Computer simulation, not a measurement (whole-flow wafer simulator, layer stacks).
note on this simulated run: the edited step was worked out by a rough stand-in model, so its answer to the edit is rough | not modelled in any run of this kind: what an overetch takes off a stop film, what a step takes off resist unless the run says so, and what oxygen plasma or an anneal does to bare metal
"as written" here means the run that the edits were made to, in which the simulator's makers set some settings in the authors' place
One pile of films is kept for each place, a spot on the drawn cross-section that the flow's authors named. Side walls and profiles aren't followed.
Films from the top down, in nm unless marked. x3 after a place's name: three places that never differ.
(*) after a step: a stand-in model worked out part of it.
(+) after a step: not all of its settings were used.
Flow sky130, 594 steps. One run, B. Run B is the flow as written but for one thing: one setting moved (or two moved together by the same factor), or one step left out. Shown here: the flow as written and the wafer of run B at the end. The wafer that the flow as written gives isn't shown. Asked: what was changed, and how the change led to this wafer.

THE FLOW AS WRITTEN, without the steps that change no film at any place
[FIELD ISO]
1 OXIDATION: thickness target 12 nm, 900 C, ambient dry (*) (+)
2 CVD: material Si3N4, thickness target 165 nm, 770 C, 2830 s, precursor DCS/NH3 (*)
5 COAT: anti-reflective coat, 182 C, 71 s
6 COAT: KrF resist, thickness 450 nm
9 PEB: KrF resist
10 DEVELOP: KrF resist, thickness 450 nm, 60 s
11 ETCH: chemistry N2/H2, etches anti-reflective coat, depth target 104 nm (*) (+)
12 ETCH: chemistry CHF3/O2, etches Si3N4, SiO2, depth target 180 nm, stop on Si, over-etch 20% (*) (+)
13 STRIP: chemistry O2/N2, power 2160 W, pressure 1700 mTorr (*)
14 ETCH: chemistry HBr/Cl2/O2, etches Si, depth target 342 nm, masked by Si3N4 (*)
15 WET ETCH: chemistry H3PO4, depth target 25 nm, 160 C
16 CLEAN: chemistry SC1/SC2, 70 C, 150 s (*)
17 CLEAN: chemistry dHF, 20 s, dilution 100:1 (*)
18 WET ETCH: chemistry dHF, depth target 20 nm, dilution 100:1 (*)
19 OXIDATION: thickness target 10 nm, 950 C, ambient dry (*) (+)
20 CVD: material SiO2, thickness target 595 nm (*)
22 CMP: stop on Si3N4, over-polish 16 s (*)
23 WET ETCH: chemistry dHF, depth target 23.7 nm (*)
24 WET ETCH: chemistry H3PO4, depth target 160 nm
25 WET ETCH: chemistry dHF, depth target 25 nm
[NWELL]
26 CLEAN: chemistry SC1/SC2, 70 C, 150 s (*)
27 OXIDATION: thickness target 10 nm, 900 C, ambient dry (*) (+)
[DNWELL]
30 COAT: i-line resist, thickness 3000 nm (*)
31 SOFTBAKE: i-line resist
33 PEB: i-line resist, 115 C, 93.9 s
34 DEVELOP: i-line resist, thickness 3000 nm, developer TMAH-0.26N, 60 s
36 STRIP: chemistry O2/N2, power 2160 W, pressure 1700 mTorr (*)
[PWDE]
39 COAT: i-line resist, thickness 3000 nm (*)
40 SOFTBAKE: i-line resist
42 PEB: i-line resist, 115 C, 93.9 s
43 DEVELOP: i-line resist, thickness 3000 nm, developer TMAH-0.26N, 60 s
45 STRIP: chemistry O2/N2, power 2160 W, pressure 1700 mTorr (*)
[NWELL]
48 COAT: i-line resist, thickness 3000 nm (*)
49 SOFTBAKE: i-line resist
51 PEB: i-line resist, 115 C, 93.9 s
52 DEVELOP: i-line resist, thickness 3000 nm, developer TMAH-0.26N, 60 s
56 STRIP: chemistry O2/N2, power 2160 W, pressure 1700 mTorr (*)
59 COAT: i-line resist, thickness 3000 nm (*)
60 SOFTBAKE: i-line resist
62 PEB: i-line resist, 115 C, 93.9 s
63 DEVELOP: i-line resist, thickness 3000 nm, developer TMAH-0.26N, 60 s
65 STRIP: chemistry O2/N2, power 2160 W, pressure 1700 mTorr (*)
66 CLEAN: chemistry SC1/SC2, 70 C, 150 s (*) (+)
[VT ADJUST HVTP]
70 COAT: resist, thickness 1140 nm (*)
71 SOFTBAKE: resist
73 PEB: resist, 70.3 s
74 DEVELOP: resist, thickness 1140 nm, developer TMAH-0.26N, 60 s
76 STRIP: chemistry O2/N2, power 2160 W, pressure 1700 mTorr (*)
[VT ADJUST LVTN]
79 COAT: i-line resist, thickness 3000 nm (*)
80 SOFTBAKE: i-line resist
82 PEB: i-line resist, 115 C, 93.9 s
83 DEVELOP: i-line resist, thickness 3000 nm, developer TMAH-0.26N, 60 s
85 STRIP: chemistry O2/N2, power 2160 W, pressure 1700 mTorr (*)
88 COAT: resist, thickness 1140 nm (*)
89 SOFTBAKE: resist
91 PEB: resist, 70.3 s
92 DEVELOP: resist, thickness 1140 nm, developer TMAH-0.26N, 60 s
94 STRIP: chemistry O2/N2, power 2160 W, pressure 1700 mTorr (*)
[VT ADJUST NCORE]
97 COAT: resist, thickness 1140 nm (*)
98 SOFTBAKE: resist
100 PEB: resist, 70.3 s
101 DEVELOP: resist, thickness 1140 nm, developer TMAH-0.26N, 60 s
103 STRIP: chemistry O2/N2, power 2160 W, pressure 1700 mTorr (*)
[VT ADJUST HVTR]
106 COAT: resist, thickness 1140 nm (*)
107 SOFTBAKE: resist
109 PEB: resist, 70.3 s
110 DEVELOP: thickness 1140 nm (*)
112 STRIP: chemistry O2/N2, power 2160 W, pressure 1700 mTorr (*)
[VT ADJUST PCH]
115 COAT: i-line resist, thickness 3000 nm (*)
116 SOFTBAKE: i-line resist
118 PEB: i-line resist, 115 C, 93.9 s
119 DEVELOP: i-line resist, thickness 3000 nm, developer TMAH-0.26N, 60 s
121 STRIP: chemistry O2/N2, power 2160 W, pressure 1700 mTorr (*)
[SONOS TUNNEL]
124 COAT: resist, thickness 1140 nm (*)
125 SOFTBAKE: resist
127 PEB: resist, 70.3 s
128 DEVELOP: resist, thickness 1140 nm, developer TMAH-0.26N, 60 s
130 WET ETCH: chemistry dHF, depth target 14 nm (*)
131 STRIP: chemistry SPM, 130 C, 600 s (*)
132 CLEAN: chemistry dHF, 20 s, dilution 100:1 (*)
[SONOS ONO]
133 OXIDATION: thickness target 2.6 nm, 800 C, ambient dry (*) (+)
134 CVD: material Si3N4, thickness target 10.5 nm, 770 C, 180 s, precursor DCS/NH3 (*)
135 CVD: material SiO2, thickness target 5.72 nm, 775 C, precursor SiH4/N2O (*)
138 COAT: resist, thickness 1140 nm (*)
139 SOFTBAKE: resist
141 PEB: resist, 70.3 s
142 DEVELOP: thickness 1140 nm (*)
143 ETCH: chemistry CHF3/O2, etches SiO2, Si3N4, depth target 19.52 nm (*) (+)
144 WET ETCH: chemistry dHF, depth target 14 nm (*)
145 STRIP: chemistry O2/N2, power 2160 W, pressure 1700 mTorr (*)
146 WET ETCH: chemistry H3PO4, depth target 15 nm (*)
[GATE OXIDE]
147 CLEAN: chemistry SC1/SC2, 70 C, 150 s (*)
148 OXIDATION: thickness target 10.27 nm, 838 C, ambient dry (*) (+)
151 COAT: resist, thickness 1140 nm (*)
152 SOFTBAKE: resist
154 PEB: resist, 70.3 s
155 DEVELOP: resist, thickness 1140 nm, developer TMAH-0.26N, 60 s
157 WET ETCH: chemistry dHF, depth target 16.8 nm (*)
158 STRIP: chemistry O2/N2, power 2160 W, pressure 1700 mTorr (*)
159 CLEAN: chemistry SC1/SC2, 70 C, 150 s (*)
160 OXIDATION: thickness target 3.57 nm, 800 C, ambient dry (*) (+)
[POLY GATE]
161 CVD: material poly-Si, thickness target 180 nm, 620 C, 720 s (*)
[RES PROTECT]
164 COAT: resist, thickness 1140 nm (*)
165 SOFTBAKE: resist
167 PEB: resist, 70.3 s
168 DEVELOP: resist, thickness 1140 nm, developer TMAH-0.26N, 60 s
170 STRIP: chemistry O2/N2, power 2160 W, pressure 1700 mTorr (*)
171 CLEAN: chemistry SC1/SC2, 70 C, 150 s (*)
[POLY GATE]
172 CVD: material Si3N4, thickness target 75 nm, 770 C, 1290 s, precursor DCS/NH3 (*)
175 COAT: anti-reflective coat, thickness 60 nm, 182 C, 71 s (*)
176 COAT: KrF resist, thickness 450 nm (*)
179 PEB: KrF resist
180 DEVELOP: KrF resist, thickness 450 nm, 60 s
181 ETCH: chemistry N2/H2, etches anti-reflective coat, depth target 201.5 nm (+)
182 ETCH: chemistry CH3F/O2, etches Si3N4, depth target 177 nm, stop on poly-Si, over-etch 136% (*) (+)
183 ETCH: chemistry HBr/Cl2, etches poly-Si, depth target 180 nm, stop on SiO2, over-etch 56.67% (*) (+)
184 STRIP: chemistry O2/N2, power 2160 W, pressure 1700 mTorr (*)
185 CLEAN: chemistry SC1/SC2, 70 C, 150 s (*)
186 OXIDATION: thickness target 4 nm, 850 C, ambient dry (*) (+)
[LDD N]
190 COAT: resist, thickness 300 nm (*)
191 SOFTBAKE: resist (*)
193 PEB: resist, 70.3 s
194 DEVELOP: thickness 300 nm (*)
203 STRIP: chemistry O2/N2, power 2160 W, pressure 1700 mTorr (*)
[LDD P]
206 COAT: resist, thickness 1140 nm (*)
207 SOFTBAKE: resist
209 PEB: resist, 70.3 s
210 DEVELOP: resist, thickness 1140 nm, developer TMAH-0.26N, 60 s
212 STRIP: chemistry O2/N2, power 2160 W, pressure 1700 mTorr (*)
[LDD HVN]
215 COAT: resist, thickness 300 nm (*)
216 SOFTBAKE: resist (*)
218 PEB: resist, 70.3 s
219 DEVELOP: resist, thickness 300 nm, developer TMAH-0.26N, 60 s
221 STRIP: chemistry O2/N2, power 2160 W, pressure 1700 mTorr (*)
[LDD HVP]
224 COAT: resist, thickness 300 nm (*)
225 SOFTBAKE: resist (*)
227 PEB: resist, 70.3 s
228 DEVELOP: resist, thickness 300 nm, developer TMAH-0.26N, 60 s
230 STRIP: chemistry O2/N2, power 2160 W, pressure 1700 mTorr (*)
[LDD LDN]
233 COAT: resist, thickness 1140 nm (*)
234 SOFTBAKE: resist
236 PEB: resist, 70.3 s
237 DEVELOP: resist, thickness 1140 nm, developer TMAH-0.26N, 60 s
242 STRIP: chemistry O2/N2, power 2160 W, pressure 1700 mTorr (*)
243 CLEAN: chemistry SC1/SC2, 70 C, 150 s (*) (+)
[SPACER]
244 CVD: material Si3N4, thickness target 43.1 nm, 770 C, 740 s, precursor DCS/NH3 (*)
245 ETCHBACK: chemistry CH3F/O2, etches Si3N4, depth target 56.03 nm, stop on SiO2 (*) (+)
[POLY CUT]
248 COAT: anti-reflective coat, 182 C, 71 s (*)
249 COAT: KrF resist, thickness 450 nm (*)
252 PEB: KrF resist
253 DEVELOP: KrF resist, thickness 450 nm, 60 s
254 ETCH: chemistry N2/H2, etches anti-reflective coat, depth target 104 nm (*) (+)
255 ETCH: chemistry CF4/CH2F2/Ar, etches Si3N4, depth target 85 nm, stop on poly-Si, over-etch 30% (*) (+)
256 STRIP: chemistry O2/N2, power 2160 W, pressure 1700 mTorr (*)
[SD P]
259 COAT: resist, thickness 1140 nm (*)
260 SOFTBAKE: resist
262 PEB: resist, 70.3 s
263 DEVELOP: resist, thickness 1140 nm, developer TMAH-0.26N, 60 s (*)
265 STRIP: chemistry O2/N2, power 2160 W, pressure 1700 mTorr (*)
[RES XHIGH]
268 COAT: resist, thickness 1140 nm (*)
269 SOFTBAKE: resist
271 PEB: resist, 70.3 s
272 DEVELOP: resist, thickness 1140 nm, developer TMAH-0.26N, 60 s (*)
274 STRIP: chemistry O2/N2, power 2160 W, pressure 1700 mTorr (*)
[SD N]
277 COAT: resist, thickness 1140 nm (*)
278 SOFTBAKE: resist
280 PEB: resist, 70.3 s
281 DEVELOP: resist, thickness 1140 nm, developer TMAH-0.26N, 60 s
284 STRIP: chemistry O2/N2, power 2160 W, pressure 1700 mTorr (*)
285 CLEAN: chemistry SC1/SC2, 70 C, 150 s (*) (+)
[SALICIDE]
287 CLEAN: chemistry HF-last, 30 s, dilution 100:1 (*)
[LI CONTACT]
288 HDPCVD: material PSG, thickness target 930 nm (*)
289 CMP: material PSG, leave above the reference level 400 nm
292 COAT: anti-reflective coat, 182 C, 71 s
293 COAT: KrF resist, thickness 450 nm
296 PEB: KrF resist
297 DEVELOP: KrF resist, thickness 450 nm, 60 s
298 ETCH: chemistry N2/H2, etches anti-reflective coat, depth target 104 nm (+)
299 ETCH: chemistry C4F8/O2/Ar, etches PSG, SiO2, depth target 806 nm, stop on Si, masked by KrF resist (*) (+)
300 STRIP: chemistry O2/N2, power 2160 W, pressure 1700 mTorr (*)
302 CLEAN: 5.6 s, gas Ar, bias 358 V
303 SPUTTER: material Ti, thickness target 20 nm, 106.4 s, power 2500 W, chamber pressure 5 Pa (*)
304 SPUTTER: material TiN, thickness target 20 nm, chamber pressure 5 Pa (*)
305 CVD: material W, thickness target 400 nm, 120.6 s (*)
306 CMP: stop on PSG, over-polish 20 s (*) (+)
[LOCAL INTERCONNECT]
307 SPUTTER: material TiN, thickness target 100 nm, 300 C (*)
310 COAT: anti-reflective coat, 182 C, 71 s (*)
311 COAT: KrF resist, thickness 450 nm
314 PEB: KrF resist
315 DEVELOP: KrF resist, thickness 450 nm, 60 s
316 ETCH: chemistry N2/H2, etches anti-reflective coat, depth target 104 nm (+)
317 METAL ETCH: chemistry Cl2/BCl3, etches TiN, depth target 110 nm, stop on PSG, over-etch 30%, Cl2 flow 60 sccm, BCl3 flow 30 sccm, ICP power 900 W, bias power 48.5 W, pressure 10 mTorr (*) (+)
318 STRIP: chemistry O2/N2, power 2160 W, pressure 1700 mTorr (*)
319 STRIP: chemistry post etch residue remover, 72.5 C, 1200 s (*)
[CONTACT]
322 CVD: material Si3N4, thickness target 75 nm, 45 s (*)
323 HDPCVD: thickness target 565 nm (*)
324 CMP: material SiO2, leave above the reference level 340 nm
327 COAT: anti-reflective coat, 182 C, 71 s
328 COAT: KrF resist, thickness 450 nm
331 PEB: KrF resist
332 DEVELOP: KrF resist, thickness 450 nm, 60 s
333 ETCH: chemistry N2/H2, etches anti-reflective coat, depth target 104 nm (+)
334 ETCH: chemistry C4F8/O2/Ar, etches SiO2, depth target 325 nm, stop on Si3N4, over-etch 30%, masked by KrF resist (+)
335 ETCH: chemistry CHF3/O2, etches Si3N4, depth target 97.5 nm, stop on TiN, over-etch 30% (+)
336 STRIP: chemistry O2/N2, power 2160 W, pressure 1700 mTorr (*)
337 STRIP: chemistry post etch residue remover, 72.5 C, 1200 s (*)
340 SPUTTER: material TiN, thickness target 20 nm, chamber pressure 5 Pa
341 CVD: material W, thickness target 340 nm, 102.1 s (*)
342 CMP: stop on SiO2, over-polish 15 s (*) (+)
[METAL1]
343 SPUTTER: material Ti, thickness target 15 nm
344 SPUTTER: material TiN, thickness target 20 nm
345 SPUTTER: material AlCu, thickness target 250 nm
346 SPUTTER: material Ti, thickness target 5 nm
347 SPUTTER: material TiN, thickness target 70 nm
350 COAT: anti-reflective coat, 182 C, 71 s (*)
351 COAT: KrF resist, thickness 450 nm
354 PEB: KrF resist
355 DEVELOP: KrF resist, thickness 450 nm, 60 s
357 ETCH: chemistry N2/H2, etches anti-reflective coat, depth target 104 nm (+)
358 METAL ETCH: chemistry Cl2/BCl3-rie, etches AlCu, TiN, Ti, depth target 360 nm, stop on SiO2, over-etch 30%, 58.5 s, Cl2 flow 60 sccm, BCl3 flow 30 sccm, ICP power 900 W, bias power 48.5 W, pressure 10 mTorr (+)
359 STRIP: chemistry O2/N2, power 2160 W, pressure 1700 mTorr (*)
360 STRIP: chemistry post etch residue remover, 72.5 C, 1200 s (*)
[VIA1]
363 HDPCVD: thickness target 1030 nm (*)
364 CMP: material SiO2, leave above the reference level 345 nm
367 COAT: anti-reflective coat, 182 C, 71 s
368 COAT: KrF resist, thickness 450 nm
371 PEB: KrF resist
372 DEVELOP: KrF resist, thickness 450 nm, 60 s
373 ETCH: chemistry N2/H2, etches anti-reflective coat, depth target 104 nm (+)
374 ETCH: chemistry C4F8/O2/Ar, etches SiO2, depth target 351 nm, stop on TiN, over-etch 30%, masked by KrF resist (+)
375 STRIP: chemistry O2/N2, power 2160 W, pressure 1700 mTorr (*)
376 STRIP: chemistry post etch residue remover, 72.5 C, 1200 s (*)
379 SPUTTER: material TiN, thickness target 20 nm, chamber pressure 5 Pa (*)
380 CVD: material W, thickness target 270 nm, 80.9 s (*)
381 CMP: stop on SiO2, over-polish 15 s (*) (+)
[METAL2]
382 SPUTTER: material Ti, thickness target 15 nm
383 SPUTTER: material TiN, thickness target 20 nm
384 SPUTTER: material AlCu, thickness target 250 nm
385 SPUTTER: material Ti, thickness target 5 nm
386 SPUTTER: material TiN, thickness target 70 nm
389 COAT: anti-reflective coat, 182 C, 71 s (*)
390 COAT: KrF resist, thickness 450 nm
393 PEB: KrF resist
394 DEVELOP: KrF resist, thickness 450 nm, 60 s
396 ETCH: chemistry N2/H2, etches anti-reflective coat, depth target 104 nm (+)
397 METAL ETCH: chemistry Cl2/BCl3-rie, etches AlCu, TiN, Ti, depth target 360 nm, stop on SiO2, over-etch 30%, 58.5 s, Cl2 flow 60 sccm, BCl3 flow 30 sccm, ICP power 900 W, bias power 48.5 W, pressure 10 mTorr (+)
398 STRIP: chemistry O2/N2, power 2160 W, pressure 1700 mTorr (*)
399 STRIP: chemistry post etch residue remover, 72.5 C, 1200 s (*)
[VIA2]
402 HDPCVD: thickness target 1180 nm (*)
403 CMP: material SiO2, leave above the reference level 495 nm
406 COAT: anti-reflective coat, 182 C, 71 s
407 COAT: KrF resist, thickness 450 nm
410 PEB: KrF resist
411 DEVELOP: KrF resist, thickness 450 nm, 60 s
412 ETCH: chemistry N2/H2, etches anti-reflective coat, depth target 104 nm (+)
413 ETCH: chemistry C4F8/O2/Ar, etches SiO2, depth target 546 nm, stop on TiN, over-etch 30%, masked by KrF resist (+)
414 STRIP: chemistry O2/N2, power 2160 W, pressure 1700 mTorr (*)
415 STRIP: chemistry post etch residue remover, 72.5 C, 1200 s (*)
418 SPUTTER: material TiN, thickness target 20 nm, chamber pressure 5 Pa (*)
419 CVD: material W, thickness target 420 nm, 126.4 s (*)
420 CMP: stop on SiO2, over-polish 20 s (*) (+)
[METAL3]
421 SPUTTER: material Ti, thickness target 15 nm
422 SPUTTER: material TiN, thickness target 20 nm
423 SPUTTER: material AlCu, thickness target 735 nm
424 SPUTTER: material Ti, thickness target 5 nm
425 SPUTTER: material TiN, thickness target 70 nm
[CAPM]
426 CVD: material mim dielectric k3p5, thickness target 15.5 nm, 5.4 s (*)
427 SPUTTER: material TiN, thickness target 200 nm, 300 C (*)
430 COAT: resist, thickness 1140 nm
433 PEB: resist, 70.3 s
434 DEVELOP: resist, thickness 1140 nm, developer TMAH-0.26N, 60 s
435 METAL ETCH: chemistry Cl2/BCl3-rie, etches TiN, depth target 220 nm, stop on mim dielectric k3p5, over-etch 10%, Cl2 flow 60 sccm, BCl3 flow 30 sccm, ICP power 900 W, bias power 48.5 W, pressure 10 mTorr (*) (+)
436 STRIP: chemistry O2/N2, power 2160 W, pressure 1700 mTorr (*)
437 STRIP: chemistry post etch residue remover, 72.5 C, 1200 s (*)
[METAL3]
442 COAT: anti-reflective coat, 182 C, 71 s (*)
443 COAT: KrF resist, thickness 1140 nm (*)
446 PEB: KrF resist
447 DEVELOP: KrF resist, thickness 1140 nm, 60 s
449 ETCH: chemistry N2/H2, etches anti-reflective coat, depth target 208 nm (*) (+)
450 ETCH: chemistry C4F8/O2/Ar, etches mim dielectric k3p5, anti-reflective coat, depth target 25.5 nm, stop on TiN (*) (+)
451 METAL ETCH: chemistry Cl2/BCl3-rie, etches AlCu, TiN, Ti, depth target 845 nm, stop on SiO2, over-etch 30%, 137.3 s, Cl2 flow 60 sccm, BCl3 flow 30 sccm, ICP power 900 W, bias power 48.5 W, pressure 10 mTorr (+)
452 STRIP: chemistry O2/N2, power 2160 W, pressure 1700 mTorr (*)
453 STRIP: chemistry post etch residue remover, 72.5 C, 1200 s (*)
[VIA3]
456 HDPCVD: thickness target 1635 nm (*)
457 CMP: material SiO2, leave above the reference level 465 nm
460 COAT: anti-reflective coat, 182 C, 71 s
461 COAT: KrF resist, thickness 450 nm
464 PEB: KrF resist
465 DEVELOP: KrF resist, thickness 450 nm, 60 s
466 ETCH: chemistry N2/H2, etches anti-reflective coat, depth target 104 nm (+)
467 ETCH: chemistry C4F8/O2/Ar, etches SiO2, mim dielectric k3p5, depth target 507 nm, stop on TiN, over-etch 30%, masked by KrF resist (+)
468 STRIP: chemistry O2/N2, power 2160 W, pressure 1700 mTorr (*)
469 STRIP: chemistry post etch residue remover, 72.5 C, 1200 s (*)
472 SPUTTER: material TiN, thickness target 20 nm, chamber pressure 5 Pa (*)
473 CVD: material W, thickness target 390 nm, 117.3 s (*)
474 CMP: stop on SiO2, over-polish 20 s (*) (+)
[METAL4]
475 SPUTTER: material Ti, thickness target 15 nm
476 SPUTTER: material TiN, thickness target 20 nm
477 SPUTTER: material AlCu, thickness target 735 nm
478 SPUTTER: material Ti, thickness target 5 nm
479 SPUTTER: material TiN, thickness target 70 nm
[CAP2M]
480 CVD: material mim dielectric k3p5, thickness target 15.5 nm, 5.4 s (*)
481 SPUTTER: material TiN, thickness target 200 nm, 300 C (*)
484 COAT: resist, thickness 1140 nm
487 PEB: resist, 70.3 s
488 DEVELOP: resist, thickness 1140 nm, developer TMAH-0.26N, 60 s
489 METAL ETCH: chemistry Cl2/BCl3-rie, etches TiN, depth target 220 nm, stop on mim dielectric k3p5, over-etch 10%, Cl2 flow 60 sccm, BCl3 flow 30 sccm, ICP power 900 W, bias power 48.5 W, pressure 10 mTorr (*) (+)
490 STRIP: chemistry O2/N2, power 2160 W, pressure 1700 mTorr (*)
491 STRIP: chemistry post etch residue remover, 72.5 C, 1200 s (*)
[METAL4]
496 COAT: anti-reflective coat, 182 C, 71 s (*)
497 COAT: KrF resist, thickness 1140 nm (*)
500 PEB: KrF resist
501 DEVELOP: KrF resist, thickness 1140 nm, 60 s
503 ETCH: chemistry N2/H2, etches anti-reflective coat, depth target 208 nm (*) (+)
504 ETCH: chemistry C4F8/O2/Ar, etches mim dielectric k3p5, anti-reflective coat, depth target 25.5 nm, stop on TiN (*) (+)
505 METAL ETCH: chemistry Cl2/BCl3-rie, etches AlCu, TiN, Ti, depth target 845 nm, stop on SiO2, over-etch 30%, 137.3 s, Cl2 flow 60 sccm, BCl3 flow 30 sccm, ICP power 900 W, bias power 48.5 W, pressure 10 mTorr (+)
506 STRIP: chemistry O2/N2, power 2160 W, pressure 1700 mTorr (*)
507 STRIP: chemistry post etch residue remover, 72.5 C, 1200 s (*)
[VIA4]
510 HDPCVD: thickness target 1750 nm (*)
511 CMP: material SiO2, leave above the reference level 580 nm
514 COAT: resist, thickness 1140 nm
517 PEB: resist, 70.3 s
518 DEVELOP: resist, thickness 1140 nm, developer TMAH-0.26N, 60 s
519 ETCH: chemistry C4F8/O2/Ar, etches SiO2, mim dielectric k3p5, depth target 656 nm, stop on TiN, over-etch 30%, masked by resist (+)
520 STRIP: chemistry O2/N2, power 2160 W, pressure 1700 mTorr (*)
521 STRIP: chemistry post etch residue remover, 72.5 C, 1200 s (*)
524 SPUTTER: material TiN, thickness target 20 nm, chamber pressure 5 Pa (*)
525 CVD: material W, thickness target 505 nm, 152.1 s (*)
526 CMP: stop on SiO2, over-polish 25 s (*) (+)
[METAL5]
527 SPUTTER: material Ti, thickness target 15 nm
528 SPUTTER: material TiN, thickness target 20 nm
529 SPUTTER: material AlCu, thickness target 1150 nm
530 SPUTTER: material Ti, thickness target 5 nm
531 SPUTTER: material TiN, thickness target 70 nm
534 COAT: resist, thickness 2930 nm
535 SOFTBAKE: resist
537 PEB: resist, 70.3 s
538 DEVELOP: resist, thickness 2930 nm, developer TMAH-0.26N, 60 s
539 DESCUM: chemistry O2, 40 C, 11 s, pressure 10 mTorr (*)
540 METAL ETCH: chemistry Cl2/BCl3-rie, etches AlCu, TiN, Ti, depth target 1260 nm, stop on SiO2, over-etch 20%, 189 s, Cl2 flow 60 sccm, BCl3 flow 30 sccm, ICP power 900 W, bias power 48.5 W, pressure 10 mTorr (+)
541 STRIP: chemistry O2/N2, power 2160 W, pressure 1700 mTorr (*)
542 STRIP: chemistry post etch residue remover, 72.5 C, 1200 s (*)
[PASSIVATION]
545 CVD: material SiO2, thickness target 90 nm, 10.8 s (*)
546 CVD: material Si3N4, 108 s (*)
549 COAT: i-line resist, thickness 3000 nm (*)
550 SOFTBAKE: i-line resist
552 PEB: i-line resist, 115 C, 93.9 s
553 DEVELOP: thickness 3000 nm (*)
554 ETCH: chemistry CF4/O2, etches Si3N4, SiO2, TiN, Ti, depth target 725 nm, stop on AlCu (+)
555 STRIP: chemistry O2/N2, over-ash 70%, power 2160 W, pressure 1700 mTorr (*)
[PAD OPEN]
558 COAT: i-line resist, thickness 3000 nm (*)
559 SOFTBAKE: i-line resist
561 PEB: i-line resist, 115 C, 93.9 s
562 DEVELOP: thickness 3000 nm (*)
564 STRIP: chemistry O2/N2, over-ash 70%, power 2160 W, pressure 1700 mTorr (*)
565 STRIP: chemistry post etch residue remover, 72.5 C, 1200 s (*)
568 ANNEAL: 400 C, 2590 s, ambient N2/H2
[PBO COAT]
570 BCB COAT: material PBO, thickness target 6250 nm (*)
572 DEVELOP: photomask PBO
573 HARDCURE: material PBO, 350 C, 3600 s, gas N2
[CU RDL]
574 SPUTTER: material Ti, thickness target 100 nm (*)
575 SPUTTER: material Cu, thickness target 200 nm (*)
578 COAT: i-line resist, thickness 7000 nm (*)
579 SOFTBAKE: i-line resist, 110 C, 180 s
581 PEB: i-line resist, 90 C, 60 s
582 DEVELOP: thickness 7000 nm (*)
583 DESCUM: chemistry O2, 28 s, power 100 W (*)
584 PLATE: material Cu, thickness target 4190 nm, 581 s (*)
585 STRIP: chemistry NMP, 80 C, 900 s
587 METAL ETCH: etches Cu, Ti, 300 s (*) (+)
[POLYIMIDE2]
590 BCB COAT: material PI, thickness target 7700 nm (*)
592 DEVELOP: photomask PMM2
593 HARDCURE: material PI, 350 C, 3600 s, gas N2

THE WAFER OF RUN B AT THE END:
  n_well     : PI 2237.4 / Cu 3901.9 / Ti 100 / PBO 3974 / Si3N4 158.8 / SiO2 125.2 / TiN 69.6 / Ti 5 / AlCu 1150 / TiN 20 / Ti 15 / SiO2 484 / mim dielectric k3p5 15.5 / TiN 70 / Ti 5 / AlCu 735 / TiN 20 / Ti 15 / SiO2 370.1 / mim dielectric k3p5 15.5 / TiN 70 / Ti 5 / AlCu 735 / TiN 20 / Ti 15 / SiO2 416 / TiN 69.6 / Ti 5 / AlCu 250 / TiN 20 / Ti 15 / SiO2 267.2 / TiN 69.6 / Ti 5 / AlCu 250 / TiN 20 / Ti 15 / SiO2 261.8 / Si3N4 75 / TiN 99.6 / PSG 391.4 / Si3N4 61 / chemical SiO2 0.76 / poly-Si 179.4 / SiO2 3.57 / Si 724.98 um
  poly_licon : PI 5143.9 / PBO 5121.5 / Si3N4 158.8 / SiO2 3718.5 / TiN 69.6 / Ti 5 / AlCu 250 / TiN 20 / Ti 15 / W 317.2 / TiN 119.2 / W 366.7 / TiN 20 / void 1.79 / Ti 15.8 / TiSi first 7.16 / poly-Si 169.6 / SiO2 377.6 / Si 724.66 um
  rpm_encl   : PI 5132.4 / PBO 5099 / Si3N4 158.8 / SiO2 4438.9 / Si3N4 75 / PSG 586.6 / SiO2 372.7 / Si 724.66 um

The cause: step 575, SPUTTER: thickness target 102 nm was run, where the flow has thickness target 200 nm.

How the change led to this, step by step:
  575 SPUTTER: material Cu, thickness target 200 nm (*)
      field, active, n_well and 190 more: Cu +102 (new film) (as written it would be: Cu +200 (new film))
  587 METAL ETCH: etches Cu, Ti, 300 s (*) (+)
      field, active, gate and 167 more: Cu -102 (all of it), Ti -100 (all of it) (as written it would be: Cu -200 (all of it), Ti -100 (all of it))
  590 BCB COAT: material PI, thickness target 7700 nm (*)
      n_well, p_well, sd_n, sd_p: PI +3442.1 (new film) (as written it would be: PI +3344.1 (new film))
      mim: PI +3764.1 (new film) (as written it would be: PI +3670.5 (new film))
      (and at 14 more places)
  593 HARDCURE: material PI, 350 C, 3600 s, gas N2
      n_well, p_well, sd_n, sd_p: PI -1204.7 (as written it would be: PI -1170.4)
